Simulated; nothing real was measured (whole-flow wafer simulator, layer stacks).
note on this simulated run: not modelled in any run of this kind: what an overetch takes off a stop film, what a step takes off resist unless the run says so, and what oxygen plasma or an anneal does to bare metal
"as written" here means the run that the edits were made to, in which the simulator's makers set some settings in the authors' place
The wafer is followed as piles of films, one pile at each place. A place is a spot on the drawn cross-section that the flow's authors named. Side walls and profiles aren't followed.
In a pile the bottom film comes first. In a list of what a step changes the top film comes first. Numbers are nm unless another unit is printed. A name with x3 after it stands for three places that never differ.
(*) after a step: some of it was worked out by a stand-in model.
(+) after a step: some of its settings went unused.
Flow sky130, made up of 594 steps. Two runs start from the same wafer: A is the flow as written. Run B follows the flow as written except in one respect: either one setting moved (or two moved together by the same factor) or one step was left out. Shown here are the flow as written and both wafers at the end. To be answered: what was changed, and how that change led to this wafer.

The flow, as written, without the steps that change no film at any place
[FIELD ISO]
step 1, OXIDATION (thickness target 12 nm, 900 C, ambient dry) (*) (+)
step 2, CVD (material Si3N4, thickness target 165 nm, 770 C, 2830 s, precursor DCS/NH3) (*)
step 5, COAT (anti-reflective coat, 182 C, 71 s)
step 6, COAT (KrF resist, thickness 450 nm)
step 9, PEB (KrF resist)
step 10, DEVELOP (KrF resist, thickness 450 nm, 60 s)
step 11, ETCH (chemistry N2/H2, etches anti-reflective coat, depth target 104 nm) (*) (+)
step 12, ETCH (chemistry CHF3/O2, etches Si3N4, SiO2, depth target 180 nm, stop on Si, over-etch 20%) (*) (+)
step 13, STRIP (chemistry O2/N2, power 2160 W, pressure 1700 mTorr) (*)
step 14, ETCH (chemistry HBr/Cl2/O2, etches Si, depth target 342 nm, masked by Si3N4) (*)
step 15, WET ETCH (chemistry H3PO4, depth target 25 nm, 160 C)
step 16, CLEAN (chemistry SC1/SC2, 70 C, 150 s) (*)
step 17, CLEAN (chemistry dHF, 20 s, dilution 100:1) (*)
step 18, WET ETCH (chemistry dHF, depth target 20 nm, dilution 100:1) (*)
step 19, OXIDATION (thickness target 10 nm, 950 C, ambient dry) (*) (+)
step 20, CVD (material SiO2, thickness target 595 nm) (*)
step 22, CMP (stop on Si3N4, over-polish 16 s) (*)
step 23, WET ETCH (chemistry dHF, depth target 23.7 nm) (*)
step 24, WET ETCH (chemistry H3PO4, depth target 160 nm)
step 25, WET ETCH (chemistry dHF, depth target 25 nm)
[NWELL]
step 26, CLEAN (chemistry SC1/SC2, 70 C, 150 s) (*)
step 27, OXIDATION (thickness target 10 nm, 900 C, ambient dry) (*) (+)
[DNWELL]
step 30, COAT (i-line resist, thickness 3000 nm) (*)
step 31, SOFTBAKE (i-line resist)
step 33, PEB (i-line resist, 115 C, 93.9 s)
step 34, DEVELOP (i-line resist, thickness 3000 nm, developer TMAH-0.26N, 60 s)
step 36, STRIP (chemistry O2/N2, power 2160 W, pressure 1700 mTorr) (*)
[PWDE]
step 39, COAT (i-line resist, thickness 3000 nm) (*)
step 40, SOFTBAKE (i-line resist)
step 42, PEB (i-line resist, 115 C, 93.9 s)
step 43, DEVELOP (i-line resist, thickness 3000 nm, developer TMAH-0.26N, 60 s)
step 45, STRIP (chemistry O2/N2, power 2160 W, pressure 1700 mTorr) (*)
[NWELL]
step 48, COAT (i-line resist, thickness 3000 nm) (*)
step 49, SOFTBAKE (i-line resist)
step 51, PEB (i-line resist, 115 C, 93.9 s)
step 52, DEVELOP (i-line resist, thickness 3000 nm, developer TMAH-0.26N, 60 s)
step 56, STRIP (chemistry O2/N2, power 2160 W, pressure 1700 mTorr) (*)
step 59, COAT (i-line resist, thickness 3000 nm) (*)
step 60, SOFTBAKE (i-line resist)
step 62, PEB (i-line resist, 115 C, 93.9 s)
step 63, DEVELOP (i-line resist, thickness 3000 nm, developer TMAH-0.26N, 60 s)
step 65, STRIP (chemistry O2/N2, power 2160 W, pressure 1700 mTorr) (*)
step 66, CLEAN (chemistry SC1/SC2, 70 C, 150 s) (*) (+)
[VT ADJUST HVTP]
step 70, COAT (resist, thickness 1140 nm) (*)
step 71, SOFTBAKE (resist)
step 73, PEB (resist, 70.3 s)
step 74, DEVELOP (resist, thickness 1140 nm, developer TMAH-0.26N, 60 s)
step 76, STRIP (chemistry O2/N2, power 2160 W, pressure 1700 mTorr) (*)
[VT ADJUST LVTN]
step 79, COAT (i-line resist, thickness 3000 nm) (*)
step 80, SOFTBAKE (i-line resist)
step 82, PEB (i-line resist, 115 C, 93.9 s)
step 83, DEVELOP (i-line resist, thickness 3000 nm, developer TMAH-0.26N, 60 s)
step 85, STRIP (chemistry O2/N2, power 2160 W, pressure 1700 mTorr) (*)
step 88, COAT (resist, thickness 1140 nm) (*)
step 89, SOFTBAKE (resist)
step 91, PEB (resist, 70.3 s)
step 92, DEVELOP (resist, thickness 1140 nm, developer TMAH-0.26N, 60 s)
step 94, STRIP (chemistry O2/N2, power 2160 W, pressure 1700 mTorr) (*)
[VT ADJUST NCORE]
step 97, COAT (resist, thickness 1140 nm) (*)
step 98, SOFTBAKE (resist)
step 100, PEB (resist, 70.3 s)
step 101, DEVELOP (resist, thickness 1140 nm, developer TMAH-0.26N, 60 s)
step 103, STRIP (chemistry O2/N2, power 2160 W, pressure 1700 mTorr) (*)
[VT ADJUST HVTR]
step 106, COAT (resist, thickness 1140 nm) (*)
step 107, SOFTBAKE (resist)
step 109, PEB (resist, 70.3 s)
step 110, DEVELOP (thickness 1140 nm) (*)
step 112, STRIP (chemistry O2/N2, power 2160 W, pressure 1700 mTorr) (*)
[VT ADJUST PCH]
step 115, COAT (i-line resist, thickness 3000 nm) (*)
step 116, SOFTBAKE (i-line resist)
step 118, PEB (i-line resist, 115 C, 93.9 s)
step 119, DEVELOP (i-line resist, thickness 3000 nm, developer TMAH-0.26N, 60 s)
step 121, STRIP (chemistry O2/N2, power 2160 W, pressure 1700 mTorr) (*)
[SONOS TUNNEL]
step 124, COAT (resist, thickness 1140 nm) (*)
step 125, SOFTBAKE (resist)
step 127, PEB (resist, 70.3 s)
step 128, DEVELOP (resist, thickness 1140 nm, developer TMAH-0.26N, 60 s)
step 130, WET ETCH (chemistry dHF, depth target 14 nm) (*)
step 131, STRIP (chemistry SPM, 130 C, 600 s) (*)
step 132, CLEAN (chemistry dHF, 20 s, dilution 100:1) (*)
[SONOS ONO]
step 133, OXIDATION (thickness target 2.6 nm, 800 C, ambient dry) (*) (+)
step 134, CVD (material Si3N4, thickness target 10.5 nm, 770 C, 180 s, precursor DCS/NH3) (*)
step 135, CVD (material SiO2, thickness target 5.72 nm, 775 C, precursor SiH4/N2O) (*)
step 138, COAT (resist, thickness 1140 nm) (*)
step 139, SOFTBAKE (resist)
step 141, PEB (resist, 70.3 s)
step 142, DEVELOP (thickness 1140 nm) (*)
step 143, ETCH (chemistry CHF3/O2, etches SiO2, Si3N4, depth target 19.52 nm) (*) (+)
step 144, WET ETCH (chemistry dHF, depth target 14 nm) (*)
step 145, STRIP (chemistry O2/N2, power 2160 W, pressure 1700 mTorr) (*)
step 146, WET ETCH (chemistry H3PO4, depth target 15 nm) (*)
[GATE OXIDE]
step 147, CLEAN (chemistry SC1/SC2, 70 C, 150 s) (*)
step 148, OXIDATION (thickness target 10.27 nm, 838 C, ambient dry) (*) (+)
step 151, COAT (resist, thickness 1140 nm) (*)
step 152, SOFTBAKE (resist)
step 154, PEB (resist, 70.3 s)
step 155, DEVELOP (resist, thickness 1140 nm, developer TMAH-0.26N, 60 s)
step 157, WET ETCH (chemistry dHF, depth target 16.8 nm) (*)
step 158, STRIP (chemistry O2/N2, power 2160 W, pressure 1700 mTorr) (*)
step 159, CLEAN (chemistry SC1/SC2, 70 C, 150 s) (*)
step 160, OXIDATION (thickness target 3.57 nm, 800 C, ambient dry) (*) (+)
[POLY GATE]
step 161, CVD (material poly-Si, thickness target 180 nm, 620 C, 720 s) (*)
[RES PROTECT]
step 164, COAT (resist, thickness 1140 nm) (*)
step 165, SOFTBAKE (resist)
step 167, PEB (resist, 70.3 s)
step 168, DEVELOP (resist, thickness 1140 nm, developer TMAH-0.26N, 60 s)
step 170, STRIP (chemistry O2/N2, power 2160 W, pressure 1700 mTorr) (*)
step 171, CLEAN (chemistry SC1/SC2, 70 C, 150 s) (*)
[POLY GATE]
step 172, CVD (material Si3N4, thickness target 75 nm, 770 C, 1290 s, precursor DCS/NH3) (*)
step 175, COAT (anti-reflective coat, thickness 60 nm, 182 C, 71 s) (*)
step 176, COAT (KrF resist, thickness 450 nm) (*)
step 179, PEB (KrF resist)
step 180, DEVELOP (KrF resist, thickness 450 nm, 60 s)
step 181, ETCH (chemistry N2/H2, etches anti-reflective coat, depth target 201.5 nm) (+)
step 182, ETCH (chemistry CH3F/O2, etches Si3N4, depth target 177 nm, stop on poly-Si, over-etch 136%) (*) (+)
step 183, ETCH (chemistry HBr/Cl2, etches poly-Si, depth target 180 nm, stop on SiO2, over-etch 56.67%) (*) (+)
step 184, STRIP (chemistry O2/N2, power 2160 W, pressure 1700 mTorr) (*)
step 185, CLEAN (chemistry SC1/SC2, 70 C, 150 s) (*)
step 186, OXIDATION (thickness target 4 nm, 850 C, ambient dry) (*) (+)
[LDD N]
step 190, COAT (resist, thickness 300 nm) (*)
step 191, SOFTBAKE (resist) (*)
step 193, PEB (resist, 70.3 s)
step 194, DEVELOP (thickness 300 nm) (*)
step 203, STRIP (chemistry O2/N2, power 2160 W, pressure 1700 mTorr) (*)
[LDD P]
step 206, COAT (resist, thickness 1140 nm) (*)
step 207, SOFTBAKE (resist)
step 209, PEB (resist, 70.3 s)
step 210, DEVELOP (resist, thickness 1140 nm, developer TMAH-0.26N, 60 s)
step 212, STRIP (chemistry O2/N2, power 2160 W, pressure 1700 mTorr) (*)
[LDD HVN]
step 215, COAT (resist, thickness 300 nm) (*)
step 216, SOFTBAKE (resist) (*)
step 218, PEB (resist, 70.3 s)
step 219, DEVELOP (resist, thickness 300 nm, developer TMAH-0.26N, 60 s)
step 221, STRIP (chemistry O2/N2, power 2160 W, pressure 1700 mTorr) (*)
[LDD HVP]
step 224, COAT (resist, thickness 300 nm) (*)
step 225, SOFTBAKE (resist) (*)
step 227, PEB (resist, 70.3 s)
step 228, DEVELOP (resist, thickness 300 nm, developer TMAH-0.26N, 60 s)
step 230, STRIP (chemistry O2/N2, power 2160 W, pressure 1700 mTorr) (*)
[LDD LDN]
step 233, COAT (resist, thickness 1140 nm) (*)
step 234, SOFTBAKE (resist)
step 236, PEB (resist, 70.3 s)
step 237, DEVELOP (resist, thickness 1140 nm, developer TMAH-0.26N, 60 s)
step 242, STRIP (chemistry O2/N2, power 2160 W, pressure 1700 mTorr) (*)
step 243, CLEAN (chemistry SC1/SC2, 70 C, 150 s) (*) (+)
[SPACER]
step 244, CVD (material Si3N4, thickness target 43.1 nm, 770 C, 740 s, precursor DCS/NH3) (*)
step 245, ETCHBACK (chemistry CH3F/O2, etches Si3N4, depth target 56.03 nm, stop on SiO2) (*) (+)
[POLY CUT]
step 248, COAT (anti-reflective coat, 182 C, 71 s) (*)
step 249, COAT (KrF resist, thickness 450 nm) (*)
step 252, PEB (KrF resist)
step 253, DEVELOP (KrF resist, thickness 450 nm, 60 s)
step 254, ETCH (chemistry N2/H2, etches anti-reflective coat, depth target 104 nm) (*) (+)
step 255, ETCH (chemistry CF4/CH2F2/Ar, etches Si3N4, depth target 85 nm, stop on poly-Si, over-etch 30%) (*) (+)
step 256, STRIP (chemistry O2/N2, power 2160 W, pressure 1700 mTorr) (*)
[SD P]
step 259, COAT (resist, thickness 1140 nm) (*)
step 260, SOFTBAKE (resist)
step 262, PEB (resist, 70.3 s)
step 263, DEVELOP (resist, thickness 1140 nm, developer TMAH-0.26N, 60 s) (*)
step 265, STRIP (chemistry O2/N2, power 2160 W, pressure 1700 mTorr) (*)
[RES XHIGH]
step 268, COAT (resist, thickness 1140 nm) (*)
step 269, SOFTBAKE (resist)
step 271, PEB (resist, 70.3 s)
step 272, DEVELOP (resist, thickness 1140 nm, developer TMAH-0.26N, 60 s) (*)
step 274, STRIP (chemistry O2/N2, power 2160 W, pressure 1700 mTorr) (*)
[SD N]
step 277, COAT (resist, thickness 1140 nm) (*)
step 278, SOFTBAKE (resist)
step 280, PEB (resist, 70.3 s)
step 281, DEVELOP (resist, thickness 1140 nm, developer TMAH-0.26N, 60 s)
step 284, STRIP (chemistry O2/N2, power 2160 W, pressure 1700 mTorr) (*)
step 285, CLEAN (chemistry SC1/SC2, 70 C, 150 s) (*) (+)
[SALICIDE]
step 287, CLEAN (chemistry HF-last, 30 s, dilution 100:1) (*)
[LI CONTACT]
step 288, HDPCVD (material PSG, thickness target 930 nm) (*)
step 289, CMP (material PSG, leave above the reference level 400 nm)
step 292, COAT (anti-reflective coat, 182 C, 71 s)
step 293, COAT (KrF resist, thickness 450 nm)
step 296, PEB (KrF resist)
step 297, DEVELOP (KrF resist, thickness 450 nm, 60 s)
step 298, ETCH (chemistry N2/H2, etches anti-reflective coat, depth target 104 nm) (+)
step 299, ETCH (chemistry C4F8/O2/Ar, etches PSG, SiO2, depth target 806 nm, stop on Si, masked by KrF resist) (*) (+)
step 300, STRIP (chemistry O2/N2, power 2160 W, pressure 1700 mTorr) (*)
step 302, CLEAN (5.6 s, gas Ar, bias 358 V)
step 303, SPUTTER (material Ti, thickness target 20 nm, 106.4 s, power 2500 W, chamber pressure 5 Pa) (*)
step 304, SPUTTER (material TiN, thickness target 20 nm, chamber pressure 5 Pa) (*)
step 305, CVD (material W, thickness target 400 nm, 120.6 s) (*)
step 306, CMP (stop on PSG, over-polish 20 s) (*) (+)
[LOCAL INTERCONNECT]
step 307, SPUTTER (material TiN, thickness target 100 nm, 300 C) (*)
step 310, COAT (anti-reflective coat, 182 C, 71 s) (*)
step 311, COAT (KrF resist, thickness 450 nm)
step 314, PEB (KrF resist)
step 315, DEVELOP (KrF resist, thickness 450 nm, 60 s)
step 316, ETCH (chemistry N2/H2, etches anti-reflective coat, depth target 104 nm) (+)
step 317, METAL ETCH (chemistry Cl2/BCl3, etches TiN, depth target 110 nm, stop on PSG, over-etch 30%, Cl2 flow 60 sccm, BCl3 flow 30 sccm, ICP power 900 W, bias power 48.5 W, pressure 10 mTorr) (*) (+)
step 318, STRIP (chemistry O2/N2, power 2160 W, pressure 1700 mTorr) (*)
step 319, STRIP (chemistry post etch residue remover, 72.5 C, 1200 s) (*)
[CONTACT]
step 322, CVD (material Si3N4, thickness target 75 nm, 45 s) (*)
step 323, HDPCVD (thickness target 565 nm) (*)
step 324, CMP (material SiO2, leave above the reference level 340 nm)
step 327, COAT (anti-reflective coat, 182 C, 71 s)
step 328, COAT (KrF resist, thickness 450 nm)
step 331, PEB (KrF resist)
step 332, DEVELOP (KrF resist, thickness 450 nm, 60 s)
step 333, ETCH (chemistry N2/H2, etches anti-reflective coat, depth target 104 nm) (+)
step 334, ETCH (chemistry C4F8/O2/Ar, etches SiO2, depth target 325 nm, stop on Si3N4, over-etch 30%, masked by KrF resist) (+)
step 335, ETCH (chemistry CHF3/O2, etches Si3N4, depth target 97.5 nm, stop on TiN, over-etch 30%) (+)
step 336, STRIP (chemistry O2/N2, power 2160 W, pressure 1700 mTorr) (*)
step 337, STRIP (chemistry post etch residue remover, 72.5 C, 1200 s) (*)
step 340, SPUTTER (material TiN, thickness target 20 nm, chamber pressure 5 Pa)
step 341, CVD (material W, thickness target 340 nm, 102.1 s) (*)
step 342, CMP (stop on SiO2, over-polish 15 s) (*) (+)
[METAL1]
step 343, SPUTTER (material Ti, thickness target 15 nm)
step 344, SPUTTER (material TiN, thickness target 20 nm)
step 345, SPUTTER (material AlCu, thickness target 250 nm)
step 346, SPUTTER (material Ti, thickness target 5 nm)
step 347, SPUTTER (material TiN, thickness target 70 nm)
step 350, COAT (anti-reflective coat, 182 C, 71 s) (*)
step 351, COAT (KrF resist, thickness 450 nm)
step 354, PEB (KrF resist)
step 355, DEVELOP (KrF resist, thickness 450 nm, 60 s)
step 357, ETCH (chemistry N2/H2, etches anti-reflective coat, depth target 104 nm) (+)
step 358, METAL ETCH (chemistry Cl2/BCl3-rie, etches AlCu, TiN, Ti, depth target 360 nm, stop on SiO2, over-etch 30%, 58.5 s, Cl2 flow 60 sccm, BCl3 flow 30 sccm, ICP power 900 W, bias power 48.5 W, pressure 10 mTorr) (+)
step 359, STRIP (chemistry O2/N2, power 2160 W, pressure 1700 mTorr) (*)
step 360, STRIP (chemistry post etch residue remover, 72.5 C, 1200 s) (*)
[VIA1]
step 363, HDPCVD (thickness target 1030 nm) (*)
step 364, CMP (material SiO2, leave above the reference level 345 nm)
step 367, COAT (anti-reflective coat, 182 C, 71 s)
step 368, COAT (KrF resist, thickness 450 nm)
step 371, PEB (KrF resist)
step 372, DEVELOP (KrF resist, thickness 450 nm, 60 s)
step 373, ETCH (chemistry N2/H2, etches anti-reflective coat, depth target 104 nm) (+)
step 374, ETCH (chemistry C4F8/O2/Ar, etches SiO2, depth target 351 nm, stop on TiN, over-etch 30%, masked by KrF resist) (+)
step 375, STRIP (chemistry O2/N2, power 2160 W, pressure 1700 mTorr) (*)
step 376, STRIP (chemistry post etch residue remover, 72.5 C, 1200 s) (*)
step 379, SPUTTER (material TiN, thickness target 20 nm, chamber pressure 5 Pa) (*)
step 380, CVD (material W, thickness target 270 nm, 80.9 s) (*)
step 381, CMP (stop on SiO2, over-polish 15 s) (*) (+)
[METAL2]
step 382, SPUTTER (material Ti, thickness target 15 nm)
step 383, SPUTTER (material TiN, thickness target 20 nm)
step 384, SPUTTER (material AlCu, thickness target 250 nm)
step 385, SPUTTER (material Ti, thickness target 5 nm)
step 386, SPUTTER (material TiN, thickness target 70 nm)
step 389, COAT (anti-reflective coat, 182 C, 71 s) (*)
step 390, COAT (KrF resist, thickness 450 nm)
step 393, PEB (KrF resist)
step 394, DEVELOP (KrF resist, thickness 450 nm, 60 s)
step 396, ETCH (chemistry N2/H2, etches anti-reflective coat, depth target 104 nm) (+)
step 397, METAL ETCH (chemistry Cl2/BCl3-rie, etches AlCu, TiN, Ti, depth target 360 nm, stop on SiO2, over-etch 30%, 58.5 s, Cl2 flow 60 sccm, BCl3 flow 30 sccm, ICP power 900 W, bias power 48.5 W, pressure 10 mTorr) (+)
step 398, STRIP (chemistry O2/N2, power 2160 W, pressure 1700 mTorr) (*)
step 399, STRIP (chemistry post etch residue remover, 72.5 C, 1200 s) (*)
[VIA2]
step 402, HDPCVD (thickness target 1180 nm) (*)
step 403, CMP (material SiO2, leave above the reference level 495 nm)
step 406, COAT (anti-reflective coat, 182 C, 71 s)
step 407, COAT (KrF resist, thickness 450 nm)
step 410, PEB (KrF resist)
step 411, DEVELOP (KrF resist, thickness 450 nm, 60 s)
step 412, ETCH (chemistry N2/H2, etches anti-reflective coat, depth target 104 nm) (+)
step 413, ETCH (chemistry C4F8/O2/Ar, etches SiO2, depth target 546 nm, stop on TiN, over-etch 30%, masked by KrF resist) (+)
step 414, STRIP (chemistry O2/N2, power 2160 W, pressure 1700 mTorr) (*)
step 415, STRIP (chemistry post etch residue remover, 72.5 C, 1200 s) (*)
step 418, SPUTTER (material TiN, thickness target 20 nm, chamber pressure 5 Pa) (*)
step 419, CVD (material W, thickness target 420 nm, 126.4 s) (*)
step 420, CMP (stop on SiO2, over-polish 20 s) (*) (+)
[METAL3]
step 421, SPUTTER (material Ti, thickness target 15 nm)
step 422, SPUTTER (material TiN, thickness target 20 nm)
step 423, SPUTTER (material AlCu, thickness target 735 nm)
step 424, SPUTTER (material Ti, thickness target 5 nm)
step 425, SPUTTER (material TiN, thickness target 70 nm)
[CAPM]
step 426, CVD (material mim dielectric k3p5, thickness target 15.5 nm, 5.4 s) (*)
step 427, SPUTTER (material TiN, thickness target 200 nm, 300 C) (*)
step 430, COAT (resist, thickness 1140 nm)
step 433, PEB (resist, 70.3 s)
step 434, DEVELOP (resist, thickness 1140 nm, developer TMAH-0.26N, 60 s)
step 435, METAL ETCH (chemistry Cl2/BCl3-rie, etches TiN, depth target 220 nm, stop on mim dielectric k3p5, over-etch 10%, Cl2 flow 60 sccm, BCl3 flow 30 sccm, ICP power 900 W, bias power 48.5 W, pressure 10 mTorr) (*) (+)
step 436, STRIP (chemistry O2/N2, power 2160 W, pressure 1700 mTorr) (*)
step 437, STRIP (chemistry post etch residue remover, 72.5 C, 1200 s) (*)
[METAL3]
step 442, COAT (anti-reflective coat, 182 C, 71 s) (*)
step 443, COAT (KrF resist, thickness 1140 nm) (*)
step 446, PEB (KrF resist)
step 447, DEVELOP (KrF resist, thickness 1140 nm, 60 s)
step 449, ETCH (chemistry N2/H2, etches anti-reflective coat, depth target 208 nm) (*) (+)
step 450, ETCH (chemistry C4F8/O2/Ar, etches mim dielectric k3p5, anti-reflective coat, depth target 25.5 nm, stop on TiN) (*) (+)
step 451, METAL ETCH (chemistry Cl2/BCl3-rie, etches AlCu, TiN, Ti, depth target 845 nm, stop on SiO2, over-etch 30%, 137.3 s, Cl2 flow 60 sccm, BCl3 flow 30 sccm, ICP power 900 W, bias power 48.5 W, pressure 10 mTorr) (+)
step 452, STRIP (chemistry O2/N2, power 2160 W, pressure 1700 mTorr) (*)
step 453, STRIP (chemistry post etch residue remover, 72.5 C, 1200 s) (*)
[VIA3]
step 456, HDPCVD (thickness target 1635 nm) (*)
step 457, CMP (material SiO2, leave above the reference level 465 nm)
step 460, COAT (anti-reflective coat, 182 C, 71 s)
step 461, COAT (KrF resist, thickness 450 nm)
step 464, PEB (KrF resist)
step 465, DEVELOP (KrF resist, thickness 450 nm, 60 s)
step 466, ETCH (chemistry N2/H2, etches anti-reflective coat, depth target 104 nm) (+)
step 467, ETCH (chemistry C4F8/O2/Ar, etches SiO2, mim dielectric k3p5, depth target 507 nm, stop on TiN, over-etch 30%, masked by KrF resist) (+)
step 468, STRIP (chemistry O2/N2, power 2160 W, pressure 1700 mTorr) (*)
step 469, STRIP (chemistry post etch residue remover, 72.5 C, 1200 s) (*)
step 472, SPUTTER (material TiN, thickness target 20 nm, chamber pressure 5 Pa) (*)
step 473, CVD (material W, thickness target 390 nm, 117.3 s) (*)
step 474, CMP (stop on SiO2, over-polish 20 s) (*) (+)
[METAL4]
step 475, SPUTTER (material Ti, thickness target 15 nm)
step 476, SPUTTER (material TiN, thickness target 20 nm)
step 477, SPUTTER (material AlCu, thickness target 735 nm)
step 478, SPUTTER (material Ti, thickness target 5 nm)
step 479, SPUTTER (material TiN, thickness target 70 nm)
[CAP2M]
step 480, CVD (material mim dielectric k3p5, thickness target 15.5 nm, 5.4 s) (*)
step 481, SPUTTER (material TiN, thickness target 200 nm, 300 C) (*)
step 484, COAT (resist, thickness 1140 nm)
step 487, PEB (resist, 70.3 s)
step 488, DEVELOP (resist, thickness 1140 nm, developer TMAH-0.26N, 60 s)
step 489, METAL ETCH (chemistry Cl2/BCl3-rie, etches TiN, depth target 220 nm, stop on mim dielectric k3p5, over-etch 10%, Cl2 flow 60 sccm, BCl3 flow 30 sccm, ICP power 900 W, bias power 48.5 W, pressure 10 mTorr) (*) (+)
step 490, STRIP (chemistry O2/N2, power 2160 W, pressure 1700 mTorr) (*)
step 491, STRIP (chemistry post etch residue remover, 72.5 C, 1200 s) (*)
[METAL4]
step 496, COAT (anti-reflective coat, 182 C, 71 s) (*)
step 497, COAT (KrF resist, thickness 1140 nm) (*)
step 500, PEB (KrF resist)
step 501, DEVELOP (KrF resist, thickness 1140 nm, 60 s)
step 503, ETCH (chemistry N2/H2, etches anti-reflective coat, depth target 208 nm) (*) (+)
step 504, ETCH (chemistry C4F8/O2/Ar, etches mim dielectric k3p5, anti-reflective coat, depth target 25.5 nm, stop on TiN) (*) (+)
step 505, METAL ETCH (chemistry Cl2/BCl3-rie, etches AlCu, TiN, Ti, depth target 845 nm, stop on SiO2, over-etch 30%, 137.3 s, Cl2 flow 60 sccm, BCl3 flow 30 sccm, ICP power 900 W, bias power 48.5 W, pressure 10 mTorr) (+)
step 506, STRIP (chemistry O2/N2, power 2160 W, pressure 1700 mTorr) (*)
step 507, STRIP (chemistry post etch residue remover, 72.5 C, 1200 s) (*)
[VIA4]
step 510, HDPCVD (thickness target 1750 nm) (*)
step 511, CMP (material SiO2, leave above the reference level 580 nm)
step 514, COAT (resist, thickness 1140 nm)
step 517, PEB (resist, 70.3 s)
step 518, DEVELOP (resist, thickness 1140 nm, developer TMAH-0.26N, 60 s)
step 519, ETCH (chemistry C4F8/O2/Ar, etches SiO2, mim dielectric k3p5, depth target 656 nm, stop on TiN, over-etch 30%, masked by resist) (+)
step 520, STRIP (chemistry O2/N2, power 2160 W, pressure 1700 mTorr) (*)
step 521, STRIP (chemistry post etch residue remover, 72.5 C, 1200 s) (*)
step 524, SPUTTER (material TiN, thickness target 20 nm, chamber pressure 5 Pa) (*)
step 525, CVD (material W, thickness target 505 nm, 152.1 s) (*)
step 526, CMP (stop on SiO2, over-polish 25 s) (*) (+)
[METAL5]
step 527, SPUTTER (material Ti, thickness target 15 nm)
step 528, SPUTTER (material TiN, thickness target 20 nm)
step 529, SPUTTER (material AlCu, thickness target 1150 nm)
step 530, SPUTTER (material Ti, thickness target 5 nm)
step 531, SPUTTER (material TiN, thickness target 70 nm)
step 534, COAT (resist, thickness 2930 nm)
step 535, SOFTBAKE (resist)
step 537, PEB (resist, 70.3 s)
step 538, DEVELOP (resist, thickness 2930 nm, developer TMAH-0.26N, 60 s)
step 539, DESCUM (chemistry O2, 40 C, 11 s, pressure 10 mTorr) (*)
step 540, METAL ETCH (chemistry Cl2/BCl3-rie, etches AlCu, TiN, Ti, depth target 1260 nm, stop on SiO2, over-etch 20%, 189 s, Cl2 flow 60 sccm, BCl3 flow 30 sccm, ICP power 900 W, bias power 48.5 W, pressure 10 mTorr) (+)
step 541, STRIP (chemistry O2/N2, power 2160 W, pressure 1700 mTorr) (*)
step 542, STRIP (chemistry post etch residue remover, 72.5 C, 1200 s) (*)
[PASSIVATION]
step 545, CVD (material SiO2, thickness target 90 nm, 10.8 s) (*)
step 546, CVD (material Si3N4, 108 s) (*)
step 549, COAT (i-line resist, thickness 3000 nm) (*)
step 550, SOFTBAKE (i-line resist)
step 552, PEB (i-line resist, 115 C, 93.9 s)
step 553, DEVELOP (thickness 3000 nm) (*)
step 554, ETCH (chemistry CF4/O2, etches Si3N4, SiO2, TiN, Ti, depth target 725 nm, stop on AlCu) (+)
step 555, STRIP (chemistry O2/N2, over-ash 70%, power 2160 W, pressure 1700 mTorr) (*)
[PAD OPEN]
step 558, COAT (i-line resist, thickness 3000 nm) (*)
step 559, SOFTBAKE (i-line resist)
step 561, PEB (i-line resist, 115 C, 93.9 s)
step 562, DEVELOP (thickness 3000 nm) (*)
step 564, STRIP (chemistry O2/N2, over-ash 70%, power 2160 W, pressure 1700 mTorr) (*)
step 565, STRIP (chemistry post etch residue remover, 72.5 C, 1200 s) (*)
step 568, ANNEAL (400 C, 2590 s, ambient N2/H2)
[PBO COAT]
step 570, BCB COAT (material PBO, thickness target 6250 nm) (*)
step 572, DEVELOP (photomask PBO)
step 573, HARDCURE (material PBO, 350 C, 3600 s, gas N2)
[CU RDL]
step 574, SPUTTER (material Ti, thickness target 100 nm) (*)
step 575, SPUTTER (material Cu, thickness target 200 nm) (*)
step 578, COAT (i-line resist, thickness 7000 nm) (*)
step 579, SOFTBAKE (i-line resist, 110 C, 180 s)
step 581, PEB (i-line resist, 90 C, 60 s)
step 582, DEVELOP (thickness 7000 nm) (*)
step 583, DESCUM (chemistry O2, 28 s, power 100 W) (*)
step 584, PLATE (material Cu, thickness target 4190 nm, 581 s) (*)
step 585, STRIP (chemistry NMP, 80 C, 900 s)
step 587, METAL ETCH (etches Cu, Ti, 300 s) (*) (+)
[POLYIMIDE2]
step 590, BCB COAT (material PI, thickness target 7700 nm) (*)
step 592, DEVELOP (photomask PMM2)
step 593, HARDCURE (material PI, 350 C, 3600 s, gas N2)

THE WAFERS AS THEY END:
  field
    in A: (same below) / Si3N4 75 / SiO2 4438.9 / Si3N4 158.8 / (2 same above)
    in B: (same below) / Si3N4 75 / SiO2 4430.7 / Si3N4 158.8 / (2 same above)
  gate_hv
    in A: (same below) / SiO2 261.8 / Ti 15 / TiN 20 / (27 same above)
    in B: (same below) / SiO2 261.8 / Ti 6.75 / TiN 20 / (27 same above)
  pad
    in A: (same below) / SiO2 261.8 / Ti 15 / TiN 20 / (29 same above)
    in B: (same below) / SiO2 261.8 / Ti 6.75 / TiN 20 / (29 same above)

What caused this: step 343, SPUTTER: thickness target 6.75 nm was run, whereas the flow has thickness target 15 nm.
The wafer lets one read it off: gate_hv has Ti 6.75, and step 343 as written asks for 15 nm.

The path from the change to this, step by step:
  step 343, SPUTTER (material Ti, thickness target 15 nm)
      field, active, n_well and 188 more: A +15 Ti (new film) | B +6.75 Ti (new film)
  step 358, METAL ETCH (chemistry Cl2/BCl3-rie, etches AlCu, TiN, Ti, depth target 360 nm, stop on SiO2, over-etch 30%, 58.5 s, Cl2 flow 60 sccm, BCl3 flow 30 sccm, ICP power 900 W, bias power 48.5 W, pressure 10 mTorr) (+)
      field, active, gate and 81 more: A -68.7 TiN (all of it), -5 Ti (all of it), -250 AlCu (all of it), -20 TiN (all of it), -15 Ti (all of it), -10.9 SiO2 | B -68.7 TiN (all of it), -5 Ti (all of it), -250 AlCu (all of it), -20 TiN (all of it), -6.75 Ti (all of it), -11.8 SiO2
